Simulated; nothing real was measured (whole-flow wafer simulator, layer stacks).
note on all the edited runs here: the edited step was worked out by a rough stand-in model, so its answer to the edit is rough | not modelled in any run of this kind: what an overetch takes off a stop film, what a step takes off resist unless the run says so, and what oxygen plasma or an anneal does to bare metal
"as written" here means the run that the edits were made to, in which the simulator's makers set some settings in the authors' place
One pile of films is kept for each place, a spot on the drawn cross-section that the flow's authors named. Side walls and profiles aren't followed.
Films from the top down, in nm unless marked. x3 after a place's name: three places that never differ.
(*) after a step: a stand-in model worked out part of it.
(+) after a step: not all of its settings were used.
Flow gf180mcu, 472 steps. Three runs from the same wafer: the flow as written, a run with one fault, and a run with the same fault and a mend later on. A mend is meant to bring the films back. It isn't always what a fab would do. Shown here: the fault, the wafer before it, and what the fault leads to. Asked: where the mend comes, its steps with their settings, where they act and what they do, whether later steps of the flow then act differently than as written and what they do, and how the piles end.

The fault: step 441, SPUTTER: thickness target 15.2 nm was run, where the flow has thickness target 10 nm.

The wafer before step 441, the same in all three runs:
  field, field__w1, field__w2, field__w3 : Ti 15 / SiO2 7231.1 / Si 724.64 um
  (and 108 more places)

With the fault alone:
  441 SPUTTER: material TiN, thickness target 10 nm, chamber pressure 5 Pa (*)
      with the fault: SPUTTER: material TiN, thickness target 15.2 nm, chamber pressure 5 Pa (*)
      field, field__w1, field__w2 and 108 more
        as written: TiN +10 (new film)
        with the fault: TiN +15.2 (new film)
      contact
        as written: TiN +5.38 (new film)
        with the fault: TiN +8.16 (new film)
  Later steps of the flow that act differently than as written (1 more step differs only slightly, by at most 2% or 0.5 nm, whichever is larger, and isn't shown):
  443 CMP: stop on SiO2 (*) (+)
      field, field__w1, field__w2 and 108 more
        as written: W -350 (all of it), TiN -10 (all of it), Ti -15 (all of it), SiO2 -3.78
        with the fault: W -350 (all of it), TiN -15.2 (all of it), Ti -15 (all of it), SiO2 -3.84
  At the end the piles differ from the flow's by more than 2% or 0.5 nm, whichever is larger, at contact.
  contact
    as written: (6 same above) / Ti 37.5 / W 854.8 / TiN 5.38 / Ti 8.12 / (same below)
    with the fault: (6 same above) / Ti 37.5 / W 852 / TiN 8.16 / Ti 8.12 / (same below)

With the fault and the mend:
  The mend comes after step 441.
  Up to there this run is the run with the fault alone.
  441a METAL ETCH: chemistry Cl2/BCl3, etches TiN, AlCu, Ti, depth target 5.2 nm, Cl2 flow 80 sccm, BCl3 flow 40 sccm, ICP power 800 W, bias power 140 W, pressure 8 mTorr (the flow's step 260 once more, with other settings)
      field, field__w1, field__w2 and 109 more
        TiN -5.2
  No later step of the flow acts differently than as written, at any place that is followed, by more than 2% or 0.5 nm, whichever is larger.
  At the end the piles differ from the flow's by more than 2% or 0.5 nm, whichever is larger, at contact.
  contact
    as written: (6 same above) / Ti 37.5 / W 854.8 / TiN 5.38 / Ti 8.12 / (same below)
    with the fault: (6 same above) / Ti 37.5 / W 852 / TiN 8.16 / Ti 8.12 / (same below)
    with the mend: (6 same above) / Ti 37.5 / W 857.2 / TiN 2.96 / Ti 8.12 / (same below)
